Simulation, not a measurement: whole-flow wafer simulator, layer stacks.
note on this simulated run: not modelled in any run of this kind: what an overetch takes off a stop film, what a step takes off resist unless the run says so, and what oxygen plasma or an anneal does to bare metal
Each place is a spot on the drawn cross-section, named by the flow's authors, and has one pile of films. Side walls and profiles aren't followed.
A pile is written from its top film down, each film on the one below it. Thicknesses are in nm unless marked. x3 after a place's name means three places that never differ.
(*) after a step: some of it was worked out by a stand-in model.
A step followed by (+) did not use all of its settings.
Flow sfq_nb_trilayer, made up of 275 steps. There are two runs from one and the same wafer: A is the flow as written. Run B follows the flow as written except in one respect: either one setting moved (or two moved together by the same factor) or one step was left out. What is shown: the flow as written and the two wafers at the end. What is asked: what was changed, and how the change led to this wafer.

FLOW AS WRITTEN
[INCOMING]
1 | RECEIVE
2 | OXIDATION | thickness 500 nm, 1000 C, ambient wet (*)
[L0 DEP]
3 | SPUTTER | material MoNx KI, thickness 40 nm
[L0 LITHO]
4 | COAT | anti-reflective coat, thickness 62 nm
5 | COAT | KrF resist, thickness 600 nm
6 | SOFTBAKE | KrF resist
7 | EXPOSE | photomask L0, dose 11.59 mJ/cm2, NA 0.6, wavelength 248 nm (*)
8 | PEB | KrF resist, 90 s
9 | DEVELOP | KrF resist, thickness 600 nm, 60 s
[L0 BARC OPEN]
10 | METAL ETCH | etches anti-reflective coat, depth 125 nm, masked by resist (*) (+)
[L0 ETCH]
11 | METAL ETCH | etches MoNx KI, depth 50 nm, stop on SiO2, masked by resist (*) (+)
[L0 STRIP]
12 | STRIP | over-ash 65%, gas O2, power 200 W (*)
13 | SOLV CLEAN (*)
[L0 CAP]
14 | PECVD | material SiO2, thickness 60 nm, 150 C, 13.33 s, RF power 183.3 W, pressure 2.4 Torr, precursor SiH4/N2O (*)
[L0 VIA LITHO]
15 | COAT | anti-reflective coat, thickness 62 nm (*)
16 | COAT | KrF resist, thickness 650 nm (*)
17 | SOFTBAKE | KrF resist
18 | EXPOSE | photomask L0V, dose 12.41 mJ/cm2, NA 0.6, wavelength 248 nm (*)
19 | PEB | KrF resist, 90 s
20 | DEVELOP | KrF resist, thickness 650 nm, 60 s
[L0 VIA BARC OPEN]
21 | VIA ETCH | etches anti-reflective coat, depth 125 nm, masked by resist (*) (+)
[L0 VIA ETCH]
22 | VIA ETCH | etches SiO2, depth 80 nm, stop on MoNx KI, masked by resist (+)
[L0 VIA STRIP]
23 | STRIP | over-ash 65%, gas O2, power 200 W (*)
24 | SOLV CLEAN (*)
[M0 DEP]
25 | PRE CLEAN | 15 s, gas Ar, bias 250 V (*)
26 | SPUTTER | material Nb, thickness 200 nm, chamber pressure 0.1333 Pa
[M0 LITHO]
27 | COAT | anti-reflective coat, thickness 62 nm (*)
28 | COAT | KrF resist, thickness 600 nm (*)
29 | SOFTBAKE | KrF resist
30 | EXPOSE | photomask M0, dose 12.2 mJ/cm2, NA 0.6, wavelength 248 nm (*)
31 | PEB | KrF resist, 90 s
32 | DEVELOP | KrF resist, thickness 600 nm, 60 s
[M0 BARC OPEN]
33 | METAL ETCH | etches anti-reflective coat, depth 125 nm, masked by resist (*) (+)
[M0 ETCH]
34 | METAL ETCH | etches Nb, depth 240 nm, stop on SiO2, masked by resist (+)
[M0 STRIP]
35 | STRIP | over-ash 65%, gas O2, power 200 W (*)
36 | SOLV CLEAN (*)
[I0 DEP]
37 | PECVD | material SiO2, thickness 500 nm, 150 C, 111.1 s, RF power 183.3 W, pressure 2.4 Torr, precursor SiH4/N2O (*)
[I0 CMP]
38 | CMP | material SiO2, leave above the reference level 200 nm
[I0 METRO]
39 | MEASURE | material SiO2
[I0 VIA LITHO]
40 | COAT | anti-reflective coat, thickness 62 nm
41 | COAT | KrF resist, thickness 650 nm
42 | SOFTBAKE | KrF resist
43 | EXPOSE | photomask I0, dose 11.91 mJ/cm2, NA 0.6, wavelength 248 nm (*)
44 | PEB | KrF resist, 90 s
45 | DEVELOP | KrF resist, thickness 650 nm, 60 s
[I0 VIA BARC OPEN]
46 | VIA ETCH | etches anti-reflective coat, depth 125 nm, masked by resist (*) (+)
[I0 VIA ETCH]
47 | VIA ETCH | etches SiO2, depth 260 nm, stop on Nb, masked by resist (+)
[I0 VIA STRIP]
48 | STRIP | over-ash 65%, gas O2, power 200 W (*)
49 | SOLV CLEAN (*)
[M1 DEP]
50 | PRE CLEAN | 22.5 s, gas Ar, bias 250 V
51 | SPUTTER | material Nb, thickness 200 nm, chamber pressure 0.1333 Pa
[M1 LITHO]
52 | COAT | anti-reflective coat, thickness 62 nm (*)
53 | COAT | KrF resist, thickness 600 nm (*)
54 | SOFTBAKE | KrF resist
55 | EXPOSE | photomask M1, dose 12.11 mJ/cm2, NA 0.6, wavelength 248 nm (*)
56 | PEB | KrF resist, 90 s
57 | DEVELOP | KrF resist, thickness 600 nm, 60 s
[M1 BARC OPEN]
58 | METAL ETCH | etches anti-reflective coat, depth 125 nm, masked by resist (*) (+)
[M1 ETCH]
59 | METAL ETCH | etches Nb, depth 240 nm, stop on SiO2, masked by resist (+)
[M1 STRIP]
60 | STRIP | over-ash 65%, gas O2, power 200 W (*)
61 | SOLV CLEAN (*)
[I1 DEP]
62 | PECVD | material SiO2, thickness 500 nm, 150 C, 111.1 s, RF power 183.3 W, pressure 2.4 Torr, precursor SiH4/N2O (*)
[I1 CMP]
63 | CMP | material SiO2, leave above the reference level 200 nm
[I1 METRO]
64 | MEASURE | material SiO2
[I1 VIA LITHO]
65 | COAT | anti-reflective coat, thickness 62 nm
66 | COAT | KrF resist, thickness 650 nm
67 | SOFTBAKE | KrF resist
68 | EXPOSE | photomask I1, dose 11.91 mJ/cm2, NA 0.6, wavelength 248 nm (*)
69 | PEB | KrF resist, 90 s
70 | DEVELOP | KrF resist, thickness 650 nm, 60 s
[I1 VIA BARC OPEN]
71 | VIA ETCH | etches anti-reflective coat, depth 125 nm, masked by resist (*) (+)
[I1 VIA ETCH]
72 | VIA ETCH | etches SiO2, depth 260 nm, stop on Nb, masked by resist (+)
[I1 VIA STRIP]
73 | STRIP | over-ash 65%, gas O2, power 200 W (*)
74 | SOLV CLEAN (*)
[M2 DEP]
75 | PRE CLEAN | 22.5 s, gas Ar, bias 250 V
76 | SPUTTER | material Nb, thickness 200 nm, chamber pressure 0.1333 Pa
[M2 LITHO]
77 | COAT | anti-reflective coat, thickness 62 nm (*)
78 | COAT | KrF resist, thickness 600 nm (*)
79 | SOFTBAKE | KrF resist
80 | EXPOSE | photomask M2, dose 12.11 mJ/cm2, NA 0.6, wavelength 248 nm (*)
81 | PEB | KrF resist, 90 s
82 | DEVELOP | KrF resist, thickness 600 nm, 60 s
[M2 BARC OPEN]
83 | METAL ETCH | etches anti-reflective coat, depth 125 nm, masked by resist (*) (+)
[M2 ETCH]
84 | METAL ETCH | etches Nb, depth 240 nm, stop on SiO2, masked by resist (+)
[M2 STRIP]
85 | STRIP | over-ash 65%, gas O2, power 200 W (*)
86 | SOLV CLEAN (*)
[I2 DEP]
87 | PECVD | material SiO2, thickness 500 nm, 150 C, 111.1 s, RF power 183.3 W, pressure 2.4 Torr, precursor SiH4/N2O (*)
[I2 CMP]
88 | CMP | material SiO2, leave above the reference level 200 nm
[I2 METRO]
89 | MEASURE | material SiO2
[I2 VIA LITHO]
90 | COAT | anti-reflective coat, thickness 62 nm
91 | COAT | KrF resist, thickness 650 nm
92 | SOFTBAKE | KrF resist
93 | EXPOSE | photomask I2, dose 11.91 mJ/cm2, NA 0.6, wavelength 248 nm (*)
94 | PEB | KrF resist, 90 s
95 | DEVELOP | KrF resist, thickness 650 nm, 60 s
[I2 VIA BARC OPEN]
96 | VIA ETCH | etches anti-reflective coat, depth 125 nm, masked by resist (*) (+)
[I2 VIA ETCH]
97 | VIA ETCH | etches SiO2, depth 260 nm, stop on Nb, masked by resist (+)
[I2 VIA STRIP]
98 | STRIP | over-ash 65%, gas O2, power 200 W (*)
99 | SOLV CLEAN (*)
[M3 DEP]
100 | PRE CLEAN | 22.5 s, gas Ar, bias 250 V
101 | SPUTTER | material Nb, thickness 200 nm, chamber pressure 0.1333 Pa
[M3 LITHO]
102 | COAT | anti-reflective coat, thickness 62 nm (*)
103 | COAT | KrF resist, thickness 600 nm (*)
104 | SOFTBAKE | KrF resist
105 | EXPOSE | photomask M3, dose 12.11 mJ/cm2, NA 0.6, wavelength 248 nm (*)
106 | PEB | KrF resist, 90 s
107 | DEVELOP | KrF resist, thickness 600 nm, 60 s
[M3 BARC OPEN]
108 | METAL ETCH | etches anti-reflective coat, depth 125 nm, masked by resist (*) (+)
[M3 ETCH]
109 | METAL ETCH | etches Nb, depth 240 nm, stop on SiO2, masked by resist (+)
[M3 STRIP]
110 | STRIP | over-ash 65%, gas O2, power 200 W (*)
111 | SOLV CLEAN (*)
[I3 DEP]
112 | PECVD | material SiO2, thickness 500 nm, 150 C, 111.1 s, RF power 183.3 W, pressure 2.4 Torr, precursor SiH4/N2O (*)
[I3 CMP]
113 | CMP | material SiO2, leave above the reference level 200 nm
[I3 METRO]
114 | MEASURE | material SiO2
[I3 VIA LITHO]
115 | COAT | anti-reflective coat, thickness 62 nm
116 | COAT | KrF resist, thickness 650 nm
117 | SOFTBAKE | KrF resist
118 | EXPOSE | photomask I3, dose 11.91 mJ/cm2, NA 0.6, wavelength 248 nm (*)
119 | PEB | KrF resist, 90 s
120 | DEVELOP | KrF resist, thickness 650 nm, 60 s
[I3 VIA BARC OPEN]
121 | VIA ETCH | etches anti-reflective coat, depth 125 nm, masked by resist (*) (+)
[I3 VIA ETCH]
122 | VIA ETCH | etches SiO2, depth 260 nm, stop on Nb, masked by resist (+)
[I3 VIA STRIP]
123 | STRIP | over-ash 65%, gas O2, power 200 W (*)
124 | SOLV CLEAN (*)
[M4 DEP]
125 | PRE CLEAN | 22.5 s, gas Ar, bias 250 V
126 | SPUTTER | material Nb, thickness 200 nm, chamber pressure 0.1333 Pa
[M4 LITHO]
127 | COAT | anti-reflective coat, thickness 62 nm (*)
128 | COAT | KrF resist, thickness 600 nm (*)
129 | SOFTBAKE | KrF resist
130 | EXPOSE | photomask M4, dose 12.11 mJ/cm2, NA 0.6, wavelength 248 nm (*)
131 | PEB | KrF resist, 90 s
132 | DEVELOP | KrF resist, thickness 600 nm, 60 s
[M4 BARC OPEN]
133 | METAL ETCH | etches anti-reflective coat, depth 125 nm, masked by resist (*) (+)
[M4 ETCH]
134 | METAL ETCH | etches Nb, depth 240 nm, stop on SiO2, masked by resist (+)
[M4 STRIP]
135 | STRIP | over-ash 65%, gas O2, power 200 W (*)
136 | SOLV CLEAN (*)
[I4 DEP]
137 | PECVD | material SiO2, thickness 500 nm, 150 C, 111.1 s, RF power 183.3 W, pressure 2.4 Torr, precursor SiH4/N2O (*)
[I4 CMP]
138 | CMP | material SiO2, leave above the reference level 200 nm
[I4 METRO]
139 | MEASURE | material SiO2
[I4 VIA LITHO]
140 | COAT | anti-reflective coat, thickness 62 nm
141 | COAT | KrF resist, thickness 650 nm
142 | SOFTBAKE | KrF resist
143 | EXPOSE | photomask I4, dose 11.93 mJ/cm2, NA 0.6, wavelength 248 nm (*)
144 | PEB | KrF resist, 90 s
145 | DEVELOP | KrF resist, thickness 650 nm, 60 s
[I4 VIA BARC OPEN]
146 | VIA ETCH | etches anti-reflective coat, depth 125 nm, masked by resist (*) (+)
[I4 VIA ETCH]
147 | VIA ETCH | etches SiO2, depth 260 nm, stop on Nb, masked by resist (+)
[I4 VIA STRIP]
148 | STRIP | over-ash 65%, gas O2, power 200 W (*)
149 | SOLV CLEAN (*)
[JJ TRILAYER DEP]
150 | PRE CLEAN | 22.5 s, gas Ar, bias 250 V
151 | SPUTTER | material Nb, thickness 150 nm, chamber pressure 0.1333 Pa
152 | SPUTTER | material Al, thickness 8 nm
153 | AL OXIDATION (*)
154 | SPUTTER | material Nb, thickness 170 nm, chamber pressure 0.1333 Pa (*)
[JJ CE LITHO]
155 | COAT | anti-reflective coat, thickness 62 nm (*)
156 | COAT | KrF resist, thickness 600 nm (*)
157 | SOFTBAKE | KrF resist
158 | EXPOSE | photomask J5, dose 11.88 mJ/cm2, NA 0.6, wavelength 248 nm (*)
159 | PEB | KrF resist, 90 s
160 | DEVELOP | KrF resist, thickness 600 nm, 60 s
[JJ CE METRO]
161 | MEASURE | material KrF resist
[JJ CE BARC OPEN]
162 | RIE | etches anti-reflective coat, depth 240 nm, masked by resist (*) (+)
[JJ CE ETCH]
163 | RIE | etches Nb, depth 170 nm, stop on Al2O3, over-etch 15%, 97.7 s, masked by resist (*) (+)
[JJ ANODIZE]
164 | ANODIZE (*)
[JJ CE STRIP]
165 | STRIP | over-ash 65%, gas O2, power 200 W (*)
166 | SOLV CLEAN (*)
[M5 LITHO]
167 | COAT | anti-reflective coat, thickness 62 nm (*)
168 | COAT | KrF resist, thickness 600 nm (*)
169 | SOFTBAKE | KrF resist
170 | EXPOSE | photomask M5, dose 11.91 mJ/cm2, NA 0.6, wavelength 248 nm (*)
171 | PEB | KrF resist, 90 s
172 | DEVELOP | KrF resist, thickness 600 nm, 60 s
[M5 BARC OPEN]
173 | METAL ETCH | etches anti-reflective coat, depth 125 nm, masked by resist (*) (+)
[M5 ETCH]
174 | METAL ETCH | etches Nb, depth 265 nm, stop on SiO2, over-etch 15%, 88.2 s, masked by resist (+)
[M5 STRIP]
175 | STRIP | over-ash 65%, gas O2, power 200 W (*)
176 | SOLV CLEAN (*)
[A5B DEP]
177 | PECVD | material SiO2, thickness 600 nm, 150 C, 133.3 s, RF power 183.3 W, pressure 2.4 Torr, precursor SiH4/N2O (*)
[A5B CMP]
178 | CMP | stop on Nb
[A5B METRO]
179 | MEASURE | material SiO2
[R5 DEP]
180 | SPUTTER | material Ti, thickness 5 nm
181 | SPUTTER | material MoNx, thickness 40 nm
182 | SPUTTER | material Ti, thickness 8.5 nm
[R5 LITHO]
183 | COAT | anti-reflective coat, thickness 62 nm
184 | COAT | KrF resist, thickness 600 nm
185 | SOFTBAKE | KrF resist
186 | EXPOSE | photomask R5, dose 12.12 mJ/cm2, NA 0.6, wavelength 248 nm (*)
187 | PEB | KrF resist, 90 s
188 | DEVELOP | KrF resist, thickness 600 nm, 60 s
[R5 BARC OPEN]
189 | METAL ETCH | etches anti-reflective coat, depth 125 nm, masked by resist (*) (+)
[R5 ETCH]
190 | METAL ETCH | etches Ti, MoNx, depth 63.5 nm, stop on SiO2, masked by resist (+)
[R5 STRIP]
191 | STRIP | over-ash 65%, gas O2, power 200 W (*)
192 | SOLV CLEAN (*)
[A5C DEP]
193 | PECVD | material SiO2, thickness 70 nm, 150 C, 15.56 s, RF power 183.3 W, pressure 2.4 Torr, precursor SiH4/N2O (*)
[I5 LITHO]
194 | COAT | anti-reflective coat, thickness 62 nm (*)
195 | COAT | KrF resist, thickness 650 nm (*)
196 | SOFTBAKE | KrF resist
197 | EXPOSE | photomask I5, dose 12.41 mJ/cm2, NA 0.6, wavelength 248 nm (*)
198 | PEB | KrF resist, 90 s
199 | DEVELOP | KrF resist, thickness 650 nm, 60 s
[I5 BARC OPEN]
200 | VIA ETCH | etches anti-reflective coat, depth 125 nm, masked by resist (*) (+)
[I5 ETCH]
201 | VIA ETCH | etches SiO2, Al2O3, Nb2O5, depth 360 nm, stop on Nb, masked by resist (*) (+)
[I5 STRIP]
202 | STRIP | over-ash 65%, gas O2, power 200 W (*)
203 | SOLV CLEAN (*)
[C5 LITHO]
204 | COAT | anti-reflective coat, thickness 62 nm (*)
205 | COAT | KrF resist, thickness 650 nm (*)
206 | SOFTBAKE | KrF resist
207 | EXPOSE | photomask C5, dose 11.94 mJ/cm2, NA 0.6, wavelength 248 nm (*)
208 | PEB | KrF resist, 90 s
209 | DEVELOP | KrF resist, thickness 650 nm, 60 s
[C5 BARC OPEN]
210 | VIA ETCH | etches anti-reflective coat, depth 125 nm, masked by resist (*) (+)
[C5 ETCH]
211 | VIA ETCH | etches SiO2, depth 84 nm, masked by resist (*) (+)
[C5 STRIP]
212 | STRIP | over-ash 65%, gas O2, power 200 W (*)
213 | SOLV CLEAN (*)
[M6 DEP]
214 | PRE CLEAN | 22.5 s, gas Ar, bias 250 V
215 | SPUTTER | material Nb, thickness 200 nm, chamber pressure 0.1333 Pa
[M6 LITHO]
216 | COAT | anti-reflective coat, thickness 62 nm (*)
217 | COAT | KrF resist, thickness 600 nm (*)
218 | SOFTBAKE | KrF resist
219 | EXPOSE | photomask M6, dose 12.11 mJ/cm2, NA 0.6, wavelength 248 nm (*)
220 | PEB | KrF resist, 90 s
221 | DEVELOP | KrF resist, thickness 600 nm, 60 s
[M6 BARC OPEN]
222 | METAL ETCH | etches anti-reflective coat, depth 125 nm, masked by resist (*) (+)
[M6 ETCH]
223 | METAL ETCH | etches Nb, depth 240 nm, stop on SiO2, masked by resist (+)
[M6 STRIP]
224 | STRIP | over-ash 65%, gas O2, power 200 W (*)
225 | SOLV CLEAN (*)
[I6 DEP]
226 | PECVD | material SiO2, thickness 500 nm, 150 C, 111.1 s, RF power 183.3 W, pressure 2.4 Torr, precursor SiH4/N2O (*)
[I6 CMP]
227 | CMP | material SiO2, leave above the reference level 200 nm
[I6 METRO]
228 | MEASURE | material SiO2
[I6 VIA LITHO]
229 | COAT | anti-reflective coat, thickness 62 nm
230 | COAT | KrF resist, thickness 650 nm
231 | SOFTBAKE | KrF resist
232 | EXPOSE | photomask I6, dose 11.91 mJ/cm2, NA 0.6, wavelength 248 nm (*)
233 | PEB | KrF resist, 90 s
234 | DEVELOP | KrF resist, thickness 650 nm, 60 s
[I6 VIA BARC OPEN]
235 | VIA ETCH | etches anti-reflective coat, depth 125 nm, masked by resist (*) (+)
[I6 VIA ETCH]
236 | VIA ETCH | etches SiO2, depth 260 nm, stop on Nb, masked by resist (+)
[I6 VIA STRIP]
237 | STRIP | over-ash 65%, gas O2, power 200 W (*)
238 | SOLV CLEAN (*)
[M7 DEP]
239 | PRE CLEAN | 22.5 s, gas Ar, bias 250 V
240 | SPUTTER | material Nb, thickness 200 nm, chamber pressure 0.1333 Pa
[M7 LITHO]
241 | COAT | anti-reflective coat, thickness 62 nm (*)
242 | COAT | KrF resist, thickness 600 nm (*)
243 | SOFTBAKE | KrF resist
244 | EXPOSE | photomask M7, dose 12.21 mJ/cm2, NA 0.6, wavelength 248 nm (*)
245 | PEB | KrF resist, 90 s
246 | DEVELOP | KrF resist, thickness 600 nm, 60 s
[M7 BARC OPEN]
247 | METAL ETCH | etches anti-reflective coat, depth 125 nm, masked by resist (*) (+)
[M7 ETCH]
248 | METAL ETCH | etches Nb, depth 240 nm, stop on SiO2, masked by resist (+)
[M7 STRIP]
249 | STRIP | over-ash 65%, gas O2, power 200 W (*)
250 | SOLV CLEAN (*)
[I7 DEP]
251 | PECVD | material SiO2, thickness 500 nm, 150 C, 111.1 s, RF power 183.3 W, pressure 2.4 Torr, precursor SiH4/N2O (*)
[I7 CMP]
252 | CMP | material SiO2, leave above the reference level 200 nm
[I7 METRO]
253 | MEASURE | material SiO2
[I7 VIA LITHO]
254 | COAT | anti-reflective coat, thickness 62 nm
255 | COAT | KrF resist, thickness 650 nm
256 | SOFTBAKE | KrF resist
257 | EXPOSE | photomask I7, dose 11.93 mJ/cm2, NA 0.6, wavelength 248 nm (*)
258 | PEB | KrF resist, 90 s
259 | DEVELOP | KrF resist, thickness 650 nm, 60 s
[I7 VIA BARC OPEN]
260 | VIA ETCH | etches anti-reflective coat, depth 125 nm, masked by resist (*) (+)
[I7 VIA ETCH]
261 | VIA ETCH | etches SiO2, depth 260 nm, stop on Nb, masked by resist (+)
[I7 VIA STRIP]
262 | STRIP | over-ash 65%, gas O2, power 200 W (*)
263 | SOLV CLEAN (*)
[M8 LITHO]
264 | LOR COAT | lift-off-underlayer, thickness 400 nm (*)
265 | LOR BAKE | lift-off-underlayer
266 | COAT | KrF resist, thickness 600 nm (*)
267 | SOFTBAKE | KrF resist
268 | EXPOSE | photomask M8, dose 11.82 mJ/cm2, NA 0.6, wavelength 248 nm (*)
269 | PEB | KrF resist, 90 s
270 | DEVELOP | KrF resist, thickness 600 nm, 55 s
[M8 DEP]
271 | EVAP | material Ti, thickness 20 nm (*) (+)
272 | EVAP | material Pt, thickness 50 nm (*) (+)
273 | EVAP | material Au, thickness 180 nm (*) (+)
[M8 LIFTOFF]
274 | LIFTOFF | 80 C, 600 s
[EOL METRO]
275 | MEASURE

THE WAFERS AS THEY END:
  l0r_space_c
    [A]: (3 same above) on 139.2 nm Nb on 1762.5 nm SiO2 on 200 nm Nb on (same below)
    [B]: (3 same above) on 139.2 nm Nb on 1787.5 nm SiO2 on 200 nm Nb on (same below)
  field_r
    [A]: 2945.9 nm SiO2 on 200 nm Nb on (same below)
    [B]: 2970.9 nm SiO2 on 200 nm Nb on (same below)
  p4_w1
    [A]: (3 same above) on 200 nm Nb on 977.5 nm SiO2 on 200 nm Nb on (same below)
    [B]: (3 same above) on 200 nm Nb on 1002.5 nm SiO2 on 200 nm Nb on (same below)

What caused this: step 63, CMP: leave above the reference level 225 nm was run, though the flow has leave above the reference level 200 nm.

The path from the change to this, step by step:
  63 | CMP | material SiO2, leave above the reference level 200 nm
      field_l, be, be_sur and 72 more: A SiO2 loses 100 | B SiO2 loses 75
      v_sur, via_wl, via_wr and 20 more: A SiO2 loses 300 | B SiO2 loses 275
      (and at 8 other places as well)
  72 | VIA ETCH | etches SiO2, depth 260 nm, stop on Nb, masked by resist (+)
      via_v: A SiO2 loses 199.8 (all of it) | B SiO2 loses 224.8 (all of it)
  76 | SPUTTER | material Nb, thickness 200 nm, chamber pressure 0.1333 Pa
      via_v: A Nb gains 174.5 | B Nb gains 169.9
  77 | COAT | anti-reflective coat, thickness 62 nm (*)
      via_v: A anti-reflective coat gains 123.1 (new film) | B anti-reflective coat gains 128.4 (new film)
  78 | COAT | KrF resist, thickness 600 nm (*)
      via_v: A KrF resist gains 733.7 (new film) | B KrF resist gains 754 (new film)
  85 | STRIP | over-ash 65%, gas O2, power 200 W (*)
      via_v: A KrF resist loses 515.8 (all of it), anti-reflective coat loses 123.1 (all of it) | B KrF resist loses 536 (all of it), anti-reflective coat loses 128.4 (all of it)
  87 | PECVD | material SiO2, thickness 500 nm, 150 C, 111.1 s, RF power 183.3 W, pressure 2.4 Torr, precursor SiH4/N2O (*)
      via_v: A SiO2 gains 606 (new film) | B SiO2 gains 635.7 (new film)
